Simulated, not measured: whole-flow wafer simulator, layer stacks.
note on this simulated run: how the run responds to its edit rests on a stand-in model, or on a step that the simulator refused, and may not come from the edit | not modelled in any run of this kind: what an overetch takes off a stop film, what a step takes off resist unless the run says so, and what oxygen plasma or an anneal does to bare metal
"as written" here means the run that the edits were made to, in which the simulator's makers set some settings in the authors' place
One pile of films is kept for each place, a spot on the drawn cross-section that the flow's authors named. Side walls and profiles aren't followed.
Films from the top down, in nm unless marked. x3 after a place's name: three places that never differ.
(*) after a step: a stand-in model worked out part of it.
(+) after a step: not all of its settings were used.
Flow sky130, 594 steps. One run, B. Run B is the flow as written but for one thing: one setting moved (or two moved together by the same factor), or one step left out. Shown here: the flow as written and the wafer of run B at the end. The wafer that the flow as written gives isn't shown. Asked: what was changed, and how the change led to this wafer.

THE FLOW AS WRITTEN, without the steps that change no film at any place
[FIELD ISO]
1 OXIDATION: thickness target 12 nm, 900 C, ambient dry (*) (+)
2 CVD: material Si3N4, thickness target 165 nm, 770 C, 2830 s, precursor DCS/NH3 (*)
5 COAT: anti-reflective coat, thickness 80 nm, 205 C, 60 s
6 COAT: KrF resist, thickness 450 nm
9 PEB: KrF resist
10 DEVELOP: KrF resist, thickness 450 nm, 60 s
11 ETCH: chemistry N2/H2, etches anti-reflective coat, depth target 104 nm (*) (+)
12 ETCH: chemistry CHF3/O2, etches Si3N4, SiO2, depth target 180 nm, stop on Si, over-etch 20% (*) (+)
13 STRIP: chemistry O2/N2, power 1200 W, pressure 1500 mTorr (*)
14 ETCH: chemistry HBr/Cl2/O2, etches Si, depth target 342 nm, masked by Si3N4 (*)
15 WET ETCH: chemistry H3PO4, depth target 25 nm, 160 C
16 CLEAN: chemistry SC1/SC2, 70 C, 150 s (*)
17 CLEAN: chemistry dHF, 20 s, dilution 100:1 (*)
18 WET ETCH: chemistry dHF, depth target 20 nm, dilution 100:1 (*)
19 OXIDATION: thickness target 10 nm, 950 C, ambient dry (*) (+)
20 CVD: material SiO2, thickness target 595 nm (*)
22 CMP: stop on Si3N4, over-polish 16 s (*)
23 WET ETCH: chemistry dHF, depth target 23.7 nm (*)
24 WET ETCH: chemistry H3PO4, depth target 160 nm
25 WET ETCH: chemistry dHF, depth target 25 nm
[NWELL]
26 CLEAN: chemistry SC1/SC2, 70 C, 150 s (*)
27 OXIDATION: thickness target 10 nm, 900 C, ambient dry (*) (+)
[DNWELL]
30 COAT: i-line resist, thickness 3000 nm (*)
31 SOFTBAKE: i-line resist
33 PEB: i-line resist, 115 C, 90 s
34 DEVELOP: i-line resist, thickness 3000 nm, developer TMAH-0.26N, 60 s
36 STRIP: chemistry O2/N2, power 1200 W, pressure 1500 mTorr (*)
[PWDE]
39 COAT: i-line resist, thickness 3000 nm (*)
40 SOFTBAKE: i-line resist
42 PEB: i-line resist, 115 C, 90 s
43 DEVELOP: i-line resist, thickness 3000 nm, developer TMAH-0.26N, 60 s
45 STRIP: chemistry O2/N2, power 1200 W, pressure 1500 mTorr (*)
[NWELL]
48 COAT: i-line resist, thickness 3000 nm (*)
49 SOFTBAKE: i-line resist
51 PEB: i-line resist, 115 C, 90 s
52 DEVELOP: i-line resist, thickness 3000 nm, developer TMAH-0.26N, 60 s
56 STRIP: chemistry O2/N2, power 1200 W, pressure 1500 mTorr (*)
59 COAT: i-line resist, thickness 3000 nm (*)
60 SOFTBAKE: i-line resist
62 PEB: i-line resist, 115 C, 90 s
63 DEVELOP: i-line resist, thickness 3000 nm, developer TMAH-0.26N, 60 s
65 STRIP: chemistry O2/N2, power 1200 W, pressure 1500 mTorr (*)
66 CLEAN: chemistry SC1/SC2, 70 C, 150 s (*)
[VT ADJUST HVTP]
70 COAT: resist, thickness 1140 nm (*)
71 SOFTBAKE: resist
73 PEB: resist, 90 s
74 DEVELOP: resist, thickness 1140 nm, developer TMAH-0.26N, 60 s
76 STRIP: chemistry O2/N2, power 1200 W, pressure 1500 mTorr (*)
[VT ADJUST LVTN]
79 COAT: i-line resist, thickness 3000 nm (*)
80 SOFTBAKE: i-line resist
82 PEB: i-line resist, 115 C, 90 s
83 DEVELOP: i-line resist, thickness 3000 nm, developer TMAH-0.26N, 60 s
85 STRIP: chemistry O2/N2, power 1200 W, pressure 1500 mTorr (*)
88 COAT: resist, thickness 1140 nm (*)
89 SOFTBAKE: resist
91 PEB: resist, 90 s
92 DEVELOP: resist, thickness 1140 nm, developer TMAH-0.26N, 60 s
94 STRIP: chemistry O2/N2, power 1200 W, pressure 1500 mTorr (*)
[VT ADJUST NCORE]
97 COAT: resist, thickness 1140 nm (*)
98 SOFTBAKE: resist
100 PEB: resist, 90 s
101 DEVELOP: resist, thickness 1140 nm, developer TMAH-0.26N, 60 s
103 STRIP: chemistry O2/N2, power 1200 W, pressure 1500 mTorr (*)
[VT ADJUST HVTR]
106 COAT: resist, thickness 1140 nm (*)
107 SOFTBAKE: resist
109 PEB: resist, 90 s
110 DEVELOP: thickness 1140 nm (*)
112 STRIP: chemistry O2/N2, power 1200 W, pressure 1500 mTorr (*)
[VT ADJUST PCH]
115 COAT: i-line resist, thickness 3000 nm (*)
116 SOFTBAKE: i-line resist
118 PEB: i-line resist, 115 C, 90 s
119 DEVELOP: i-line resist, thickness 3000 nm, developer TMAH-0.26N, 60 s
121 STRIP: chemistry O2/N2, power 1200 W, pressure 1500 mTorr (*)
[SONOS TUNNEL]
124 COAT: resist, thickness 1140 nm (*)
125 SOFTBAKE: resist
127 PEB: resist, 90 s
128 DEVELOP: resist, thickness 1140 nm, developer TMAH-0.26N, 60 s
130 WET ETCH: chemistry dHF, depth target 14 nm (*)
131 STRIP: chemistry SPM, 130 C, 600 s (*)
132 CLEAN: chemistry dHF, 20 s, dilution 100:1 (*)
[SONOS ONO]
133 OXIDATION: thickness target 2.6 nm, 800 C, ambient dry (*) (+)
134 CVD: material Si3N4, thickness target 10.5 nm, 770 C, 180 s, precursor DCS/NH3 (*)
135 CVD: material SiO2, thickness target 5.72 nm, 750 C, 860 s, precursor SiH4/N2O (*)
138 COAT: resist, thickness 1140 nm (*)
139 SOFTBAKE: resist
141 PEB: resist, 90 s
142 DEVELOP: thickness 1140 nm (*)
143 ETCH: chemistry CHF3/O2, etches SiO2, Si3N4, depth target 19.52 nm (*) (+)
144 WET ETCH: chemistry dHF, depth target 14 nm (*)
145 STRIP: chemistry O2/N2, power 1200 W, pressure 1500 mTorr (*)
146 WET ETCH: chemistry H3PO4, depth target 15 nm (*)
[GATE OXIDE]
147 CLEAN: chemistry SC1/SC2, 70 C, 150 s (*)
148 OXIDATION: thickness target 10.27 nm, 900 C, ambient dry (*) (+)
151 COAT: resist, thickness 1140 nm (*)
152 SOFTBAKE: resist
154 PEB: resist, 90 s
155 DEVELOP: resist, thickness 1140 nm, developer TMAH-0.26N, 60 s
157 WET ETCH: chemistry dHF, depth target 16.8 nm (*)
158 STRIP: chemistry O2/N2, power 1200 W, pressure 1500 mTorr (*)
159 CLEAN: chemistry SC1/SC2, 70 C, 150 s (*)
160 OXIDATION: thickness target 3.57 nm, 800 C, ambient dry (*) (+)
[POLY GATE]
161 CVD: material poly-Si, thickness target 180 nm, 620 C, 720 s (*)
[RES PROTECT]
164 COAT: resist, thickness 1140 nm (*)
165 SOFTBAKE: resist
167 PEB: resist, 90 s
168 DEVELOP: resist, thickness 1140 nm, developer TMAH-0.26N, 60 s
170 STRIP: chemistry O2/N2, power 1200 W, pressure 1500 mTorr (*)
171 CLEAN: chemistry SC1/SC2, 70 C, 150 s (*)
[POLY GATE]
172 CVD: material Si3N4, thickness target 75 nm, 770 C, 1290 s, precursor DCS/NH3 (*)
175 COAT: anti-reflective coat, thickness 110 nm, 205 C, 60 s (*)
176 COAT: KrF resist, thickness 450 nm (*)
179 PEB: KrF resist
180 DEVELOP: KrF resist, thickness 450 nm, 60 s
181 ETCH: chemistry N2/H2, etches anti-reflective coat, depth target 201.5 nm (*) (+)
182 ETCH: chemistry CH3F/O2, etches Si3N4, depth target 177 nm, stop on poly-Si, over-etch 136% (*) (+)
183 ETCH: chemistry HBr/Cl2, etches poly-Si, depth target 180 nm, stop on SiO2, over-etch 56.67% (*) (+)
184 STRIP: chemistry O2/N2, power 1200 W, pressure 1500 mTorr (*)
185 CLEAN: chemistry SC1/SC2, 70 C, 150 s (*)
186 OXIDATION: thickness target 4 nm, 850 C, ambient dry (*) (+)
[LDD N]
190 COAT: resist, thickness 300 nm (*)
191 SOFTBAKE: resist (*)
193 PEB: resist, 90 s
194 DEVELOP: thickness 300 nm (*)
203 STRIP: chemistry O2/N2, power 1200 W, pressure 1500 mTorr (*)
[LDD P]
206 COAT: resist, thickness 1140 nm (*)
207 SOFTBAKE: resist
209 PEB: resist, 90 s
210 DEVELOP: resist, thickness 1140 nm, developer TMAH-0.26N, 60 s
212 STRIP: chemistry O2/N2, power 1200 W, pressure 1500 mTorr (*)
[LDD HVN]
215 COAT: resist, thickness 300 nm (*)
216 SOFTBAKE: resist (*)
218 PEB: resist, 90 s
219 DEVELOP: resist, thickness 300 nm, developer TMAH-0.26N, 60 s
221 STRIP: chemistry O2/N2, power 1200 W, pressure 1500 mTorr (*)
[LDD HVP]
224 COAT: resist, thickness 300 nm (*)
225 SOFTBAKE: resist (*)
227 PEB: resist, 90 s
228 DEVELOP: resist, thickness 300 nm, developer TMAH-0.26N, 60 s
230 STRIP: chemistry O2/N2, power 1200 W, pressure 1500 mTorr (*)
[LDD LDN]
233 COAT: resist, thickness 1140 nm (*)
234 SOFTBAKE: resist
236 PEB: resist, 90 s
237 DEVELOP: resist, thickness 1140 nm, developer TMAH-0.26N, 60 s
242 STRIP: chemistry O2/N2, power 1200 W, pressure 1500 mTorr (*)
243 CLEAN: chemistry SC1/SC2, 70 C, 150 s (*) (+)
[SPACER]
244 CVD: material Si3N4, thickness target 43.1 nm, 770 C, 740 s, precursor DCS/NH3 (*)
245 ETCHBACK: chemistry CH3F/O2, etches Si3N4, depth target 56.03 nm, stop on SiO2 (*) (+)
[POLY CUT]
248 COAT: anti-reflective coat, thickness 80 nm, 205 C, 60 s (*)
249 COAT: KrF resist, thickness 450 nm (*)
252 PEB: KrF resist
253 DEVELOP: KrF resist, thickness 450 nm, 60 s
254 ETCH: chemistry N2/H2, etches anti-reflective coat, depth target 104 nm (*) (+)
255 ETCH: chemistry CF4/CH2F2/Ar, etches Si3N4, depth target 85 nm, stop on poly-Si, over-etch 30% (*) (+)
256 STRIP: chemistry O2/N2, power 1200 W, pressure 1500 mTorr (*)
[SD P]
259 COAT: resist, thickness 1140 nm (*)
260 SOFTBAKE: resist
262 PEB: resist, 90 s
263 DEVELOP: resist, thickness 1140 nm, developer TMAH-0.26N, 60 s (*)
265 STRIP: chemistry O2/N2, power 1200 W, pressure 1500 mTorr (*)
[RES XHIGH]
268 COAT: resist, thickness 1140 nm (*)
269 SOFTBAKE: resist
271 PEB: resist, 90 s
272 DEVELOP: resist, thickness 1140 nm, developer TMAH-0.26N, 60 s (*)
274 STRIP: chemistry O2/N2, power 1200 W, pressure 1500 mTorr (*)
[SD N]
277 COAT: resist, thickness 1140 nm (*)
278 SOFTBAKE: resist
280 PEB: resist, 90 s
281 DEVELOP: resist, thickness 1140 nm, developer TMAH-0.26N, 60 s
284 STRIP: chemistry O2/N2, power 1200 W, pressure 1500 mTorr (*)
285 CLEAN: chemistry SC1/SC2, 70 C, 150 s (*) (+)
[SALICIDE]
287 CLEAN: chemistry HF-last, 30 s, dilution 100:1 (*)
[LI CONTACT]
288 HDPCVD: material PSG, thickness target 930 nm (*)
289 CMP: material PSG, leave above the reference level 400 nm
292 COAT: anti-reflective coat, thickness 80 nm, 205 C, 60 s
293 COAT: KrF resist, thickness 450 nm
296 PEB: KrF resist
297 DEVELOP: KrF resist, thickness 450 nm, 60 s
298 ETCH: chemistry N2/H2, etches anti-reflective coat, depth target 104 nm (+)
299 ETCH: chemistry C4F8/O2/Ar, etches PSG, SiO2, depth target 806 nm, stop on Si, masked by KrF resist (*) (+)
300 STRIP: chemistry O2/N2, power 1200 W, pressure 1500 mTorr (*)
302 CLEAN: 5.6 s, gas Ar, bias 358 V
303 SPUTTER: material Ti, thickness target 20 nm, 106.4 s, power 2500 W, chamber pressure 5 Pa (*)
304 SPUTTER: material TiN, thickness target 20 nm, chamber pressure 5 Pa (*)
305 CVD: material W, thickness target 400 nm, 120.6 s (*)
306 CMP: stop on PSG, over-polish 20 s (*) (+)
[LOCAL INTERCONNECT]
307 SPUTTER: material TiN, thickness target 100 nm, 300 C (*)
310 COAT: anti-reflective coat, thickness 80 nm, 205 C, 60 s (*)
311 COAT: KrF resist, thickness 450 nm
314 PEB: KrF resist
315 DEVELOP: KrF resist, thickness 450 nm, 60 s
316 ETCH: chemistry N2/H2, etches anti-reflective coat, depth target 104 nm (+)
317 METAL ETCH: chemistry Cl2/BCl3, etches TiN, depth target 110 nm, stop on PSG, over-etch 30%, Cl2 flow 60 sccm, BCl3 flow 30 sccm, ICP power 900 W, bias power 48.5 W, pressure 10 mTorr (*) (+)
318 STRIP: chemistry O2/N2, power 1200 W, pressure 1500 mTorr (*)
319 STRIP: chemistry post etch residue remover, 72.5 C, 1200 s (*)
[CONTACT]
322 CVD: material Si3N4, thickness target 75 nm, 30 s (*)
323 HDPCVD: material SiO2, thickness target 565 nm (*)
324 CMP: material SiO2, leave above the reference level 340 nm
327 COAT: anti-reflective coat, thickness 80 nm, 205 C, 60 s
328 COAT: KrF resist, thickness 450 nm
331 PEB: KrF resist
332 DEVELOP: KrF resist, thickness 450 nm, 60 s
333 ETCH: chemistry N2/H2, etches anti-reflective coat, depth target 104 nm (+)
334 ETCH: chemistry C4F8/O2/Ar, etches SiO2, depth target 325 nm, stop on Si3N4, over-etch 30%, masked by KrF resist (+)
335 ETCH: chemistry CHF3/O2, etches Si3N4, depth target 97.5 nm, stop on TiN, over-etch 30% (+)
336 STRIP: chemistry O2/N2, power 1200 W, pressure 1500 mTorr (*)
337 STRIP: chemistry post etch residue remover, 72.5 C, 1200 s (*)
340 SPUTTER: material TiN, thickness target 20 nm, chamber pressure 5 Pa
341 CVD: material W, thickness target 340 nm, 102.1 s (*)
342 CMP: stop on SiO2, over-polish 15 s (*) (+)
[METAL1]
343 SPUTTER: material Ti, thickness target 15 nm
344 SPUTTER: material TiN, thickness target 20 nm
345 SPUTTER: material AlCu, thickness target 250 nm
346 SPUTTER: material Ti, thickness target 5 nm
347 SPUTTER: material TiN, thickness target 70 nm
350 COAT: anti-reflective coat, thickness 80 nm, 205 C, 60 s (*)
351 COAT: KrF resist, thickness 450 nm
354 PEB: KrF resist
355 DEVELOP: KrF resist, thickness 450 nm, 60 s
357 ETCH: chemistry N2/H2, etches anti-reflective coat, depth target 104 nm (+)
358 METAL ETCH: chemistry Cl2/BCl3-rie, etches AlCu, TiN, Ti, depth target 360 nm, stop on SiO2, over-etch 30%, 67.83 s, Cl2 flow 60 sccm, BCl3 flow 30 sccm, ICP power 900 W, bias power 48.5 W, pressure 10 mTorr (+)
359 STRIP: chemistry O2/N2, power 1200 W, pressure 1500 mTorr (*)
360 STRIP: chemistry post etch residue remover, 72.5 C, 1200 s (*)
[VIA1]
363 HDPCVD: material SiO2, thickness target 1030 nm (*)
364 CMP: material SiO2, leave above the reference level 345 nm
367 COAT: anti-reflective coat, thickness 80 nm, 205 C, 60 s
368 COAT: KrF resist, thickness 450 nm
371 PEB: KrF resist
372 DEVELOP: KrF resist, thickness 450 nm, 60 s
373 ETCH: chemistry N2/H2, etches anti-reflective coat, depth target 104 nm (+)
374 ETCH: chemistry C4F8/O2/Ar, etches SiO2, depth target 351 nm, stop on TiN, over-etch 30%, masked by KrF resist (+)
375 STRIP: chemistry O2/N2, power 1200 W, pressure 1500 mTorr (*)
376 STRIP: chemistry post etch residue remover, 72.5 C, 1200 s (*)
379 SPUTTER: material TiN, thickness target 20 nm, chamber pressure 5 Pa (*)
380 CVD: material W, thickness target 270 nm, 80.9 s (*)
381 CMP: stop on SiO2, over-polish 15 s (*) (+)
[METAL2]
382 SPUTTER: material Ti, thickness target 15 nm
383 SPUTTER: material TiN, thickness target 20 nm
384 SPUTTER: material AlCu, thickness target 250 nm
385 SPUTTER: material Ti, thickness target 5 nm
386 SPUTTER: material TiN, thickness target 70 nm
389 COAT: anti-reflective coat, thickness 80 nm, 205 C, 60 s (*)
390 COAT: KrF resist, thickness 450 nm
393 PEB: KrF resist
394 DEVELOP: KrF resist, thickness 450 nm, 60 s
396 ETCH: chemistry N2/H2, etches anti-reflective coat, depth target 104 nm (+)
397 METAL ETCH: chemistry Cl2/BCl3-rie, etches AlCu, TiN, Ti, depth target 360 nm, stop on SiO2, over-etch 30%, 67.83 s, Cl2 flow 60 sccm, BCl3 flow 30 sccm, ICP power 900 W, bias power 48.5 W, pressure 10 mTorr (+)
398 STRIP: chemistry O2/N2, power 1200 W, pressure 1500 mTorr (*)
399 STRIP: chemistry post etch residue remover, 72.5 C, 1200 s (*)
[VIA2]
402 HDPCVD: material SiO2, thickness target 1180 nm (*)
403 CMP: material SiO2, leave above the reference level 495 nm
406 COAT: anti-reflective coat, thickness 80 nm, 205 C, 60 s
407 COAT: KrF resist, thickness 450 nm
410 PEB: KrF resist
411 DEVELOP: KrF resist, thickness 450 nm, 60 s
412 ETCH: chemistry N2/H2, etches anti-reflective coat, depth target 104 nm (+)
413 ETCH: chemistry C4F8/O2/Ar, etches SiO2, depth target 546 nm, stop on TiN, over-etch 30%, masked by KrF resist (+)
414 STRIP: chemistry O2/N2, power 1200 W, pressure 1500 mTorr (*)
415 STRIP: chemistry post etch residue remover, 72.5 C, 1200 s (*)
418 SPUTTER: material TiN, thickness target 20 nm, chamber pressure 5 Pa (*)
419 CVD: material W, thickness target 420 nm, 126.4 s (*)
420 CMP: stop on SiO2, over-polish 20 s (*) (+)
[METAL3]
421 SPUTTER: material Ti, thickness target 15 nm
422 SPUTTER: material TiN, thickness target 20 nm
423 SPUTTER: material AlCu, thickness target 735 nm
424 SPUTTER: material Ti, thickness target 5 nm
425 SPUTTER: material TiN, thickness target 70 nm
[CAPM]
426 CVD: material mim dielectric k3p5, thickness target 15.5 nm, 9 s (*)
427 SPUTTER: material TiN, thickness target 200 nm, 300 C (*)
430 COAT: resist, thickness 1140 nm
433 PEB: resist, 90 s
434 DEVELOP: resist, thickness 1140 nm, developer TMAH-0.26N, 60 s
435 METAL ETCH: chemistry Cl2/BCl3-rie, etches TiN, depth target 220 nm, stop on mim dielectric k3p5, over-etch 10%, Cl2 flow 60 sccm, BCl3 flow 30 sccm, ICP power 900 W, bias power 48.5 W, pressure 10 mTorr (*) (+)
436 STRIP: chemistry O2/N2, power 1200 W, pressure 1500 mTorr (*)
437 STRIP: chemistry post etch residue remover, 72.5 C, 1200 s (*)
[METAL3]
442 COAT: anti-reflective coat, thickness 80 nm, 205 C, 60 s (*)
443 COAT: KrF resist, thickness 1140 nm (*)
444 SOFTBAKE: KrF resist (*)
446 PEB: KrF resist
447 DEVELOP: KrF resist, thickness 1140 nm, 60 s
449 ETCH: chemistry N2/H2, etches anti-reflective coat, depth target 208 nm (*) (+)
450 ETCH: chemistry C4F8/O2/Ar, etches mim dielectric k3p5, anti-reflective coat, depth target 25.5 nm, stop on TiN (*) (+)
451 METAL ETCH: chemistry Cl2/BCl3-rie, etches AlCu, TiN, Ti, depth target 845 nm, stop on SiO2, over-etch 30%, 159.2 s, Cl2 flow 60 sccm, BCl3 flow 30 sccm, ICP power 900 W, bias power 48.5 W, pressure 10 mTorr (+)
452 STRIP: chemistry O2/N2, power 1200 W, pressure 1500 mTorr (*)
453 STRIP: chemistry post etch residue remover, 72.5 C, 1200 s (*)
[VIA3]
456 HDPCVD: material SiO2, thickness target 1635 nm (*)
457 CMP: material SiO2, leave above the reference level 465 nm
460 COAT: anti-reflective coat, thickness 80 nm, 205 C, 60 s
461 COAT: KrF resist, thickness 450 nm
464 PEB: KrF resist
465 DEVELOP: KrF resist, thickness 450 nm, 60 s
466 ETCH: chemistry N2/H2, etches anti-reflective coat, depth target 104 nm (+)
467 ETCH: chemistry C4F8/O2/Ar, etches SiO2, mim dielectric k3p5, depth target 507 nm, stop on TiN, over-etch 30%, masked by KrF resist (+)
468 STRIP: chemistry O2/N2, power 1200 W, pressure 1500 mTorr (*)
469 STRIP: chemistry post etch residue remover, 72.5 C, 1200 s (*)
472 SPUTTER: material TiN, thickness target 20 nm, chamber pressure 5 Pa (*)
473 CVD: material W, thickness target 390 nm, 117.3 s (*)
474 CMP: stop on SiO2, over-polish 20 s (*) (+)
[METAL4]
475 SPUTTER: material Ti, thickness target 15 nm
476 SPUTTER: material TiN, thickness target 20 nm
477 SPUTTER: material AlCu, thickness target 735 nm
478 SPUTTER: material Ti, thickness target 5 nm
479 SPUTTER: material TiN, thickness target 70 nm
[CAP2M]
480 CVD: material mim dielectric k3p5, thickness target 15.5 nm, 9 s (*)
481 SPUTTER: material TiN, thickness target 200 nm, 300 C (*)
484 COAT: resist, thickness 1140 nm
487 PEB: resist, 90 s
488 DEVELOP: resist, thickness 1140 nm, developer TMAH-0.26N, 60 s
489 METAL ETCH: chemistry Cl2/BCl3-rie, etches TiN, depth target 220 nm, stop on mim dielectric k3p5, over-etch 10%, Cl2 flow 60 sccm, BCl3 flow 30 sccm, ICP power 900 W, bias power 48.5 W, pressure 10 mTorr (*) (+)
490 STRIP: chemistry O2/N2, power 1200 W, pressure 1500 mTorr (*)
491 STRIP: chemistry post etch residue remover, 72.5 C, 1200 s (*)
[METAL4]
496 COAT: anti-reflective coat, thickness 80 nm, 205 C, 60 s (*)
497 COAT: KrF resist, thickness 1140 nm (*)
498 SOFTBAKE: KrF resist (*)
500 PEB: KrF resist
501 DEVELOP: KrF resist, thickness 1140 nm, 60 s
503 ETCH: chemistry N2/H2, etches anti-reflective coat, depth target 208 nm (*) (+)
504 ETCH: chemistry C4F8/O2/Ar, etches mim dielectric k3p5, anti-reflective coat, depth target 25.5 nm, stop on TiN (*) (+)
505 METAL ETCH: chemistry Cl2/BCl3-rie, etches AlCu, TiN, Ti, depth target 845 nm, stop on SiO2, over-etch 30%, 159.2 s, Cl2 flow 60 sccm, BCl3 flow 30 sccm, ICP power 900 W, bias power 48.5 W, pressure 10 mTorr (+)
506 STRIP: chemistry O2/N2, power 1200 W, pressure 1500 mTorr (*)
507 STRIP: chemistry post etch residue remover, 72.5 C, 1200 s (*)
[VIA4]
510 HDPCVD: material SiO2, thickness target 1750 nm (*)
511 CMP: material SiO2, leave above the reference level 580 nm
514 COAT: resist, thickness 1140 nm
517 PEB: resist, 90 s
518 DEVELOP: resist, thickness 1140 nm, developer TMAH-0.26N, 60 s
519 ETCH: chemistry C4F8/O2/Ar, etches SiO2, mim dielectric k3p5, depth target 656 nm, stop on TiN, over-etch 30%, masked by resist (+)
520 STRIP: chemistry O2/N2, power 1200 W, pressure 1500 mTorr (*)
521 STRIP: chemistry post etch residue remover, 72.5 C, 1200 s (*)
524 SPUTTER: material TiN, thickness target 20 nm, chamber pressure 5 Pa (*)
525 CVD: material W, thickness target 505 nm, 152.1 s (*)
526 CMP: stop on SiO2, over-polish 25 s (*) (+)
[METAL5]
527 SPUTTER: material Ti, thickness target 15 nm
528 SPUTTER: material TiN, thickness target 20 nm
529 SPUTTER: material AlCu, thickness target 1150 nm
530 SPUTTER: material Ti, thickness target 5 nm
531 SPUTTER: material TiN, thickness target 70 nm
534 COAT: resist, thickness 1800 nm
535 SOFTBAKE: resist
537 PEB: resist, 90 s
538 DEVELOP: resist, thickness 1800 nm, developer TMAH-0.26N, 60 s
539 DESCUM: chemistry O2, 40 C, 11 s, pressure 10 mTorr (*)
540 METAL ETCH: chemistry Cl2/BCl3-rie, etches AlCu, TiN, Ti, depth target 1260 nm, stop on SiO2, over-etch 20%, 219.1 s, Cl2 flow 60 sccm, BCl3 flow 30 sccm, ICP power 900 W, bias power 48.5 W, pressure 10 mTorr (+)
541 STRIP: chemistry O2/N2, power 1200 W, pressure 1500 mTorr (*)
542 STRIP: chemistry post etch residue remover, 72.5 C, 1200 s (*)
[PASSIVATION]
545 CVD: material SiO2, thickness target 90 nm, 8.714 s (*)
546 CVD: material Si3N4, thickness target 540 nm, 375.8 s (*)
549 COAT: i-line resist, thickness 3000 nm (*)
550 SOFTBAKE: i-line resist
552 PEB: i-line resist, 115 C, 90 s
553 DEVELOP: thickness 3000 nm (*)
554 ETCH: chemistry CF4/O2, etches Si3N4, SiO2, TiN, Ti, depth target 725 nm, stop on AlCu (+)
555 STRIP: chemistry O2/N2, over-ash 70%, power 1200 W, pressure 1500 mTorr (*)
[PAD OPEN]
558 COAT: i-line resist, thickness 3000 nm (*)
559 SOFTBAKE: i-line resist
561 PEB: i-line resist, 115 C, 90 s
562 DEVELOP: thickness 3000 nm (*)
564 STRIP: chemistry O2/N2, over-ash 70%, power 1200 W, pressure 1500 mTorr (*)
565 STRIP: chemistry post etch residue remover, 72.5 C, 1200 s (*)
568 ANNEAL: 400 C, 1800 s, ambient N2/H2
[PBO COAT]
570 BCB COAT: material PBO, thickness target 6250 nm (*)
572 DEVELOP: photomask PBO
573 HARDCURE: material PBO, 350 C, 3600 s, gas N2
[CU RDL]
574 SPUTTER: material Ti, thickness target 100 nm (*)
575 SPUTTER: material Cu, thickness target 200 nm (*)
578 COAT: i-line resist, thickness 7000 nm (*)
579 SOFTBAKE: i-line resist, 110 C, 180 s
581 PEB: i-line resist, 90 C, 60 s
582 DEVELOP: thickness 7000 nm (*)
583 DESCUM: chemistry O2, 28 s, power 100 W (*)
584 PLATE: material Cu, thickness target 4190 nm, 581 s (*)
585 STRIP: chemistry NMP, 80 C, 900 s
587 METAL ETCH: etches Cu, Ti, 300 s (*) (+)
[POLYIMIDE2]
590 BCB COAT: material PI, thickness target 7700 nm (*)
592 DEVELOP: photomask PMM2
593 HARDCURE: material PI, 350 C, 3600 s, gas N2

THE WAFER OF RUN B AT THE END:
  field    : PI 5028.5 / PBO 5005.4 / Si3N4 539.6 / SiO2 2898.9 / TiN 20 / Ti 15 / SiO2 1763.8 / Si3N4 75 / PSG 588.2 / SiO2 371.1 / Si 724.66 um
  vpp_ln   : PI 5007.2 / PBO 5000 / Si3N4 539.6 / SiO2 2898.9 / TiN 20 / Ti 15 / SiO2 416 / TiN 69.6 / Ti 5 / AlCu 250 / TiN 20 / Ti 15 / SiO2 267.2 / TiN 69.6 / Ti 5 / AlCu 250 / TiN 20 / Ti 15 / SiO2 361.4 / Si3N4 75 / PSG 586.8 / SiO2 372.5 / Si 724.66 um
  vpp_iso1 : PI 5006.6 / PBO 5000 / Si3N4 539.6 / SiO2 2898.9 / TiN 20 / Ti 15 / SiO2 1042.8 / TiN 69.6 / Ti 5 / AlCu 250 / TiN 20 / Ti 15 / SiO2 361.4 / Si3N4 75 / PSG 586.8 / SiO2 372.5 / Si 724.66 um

The cause: step 423, SPUTTER: thickness target 1029 nm was run, where the flow has thickness target 735 nm.

How the change led to this, step by step:
  423 SPUTTER: material AlCu, thickness target 735 nm
      field, active, n_well and 188 more: AlCu +1029 (new film) (as written it would be: AlCu +735 (new film))
  451 METAL ETCH: chemistry Cl2/BCl3-rie, etches AlCu, TiN, Ti, depth target 845 nm, stop on SiO2, over-etch 30%, 159.2 s, Cl2 flow 60 sccm, BCl3 flow 30 sccm, ICP power 900 W, bias power 48.5 W, pressure 10 mTorr (+)
      field, active, gate and 69 more: TiN -70 (all of it), Ti -5 (all of it), AlCu -1023.5 (as written it would be: TiN -70 (all of it), Ti -5 (all of it), AlCu -735 (all of it), TiN -20 (all of it), Ti -15 (all of it), SiO2 -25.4)
      vpp_ln, vpp_iso2, ndiff_ln and 10 more: TiN -70 (all of it), Ti -5 (all of it), AlCu -1023.5 (as written it would be: TiN -70 (all of it), Ti -5 (all of it), AlCu -735 (all of it), TiN -20 (all of it), Ti -15 (all of it), SiO2 -25.3)
  453 STRIP: chemistry post etch residue remover, 72.5 C, 1200 s (*)
      field, active, gate and 82 more: AlCu -5.5 (all of it) (as written it would be: nothing)
  456 HDPCVD: material SiO2, thickness target 1635 nm (*)
      field, active, gate and 82 more: SiO2 +1635 (new film) (as written it would be: SiO2 +1635)
  457 CMP: material SiO2, leave above the reference level 465 nm
      field, active, gate and 82 more: SiO2 -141 (as written it would be: SiO2 -374.7)
Counting metal films that touch as one body, field has 1 body; the flow as written gives 0 bodies.
Counting metal films that touch as one body, vpp_ln has 3 bodies (between them, from the top down: SiO2 416; SiO2 267.2); the flow as written gives 2 bodies (between them, from the top down: SiO2 267.2).
Counting metal films that touch as one body, vpp_iso1 has 2 bodies (between them, from the top down: SiO2 1042.8); the flow as written gives 1 body.
